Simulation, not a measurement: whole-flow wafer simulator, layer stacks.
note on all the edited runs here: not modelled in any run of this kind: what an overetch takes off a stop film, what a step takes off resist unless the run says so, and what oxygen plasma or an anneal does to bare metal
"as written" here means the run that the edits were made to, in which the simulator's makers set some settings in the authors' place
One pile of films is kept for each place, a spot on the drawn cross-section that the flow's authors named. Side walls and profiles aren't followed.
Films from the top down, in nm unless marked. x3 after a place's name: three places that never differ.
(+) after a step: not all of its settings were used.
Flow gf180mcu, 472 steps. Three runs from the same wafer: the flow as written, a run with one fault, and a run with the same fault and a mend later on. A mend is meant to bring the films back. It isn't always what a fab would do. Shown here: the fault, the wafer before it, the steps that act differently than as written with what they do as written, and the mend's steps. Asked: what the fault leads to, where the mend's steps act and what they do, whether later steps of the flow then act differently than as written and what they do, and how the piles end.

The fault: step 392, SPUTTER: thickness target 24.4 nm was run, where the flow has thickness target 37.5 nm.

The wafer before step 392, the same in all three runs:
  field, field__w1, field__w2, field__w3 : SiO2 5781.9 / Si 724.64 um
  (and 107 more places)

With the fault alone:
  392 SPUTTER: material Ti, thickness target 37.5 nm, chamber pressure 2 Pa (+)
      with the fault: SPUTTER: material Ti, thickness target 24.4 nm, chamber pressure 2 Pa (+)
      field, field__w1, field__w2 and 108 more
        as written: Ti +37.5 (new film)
        with the fault: Ti +24.4 (new film)
  Later steps of the flow that act differently than as written (1 more step differs only slightly, by at most 2% or 0.5 nm, whichever is larger, and isn't shown):
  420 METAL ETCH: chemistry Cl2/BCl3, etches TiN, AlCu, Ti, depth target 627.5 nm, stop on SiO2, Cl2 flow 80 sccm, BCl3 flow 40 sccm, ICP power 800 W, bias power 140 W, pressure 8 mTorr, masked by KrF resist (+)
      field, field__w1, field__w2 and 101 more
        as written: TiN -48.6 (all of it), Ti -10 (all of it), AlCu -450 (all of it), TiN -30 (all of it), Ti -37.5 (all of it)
        with the fault: TiN -48.6 (all of it), Ti -10 (all of it), AlCu -450 (all of it), TiN -30 (all of it), Ti -24.4 (all of it)
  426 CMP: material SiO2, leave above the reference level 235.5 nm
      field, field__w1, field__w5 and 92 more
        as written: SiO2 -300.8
        with the fault: SiO2 -313.9
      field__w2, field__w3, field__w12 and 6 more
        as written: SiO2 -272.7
        with the fault: SiO2 -286.4
  At the end the piles differ from the flow's by more than 2% or 0.5 nm, whichever is larger, at field__w4, field__w8, contact, m1, m1__w1, mim, mim_1p0, m1_nw.
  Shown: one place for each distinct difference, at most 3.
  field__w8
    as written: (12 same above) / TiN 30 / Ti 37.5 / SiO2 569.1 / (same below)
    with the fault: (12 same above) / TiN 30 / Ti 24.4 / SiO2 569.1 / (same below)
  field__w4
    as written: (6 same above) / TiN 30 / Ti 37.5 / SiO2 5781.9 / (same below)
    with the fault: (6 same above) / TiN 30 / Ti 24.4 / SiO2 5781.9 / (same below)
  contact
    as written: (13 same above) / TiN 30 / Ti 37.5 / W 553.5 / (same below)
    with the fault: (13 same above) / TiN 30 / Ti 24.4 / W 553.5 / (same below)

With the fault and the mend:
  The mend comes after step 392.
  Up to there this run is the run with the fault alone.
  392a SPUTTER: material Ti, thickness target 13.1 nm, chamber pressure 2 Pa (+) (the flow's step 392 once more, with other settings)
      field, field__w1, field__w2 and 108 more
        Ti +13.1
  No later step of the flow acts differently than as written at any place that is followed.
  At the end the piles are the same as the flow's at every place that both follow.
